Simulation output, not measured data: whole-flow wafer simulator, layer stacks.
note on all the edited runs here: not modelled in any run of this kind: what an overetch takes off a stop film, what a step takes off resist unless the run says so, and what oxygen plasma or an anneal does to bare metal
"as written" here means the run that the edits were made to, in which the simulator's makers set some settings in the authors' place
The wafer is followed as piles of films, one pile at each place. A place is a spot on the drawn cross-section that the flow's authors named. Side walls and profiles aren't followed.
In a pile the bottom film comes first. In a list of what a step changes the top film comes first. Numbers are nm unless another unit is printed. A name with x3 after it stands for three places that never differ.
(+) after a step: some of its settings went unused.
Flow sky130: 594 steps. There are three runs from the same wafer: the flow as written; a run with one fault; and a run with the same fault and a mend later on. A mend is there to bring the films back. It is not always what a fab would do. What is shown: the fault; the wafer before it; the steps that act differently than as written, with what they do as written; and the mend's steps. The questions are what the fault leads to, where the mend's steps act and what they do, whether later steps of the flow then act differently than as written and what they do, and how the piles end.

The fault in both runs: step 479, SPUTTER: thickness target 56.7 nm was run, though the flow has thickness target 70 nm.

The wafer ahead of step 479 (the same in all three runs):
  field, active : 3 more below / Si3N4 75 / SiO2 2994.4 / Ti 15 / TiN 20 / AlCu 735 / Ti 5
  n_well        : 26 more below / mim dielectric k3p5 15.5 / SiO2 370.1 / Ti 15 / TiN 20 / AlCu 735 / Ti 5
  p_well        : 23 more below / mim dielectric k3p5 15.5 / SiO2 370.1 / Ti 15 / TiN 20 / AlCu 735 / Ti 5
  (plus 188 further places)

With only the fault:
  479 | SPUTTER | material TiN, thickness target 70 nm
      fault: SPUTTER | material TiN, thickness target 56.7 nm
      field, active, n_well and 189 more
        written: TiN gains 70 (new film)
        fault: TiN gains 56.7 (new film)
  Later steps of the flow acting differently than as written (11 other steps are not shown; they differ only slightly, by no more than 2% or 0.5 nm, whichever is larger):
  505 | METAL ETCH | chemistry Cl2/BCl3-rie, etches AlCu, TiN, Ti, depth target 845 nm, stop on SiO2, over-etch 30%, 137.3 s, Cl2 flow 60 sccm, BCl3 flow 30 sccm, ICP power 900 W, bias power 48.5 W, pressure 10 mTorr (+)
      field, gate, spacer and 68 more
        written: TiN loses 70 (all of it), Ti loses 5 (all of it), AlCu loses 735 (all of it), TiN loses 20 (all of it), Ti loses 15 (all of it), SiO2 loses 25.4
        fault: TiN loses 56.7 (all of it), Ti loses 5 (all of it), AlCu loses 735 (all of it), TiN loses 20 (all of it), Ti loses 15 (all of it), SiO2 loses 26.7
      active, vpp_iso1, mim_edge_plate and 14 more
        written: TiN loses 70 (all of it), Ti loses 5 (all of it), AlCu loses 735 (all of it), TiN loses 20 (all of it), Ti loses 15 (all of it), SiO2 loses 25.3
        fault: TiN loses 56.7 (all of it), Ti loses 5 (all of it), AlCu loses 735 (all of it), TiN loses 20 (all of it), Ti loses 15 (all of it), SiO2 loses 26.7
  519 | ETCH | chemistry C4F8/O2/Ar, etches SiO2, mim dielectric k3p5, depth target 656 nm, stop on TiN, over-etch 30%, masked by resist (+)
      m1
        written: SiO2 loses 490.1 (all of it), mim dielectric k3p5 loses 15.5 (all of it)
        fault: SiO2 loses 503.4 (all of it), mim dielectric k3p5 loses 15.5 (all of it)
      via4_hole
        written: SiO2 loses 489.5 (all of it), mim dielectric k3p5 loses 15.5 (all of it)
        fault: SiO2 loses 502.8 (all of it), mim dielectric k3p5 loses 15.5 (all of it)
  The piles end different from the flow's at n_well, p_well, gate_hv and 102 more by more than 2% or 0.5 nm, whichever is larger.
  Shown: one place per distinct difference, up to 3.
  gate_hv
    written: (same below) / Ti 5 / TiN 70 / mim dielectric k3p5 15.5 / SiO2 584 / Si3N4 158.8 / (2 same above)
    fault: (same below) / Ti 5 / TiN 56.7 / mim dielectric k3p5 15.5 / SiO2 597.3 / Si3N4 158.8 / (2 same above)
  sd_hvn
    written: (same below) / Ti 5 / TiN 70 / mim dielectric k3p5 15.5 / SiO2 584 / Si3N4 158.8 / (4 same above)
    fault: (same below) / Ti 5 / TiN 56.7 / mim dielectric k3p5 15.5 / SiO2 597.3 / Si3N4 158.8 / (4 same above)
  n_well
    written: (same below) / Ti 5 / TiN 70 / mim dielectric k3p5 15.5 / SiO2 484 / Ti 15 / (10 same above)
    fault: (same below) / Ti 5 / TiN 56.7 / mim dielectric k3p5 15.5 / SiO2 497.3 / Ti 15 / (10 same above)

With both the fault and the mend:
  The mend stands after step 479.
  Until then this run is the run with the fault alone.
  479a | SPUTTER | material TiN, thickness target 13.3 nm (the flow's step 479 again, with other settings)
      field, active, n_well and 189 more
        TiN gains 13.3
  Every later step of the flow that is run acts as written at every place that is followed.
  At every place that both follow, the piles at the end match the flow's.
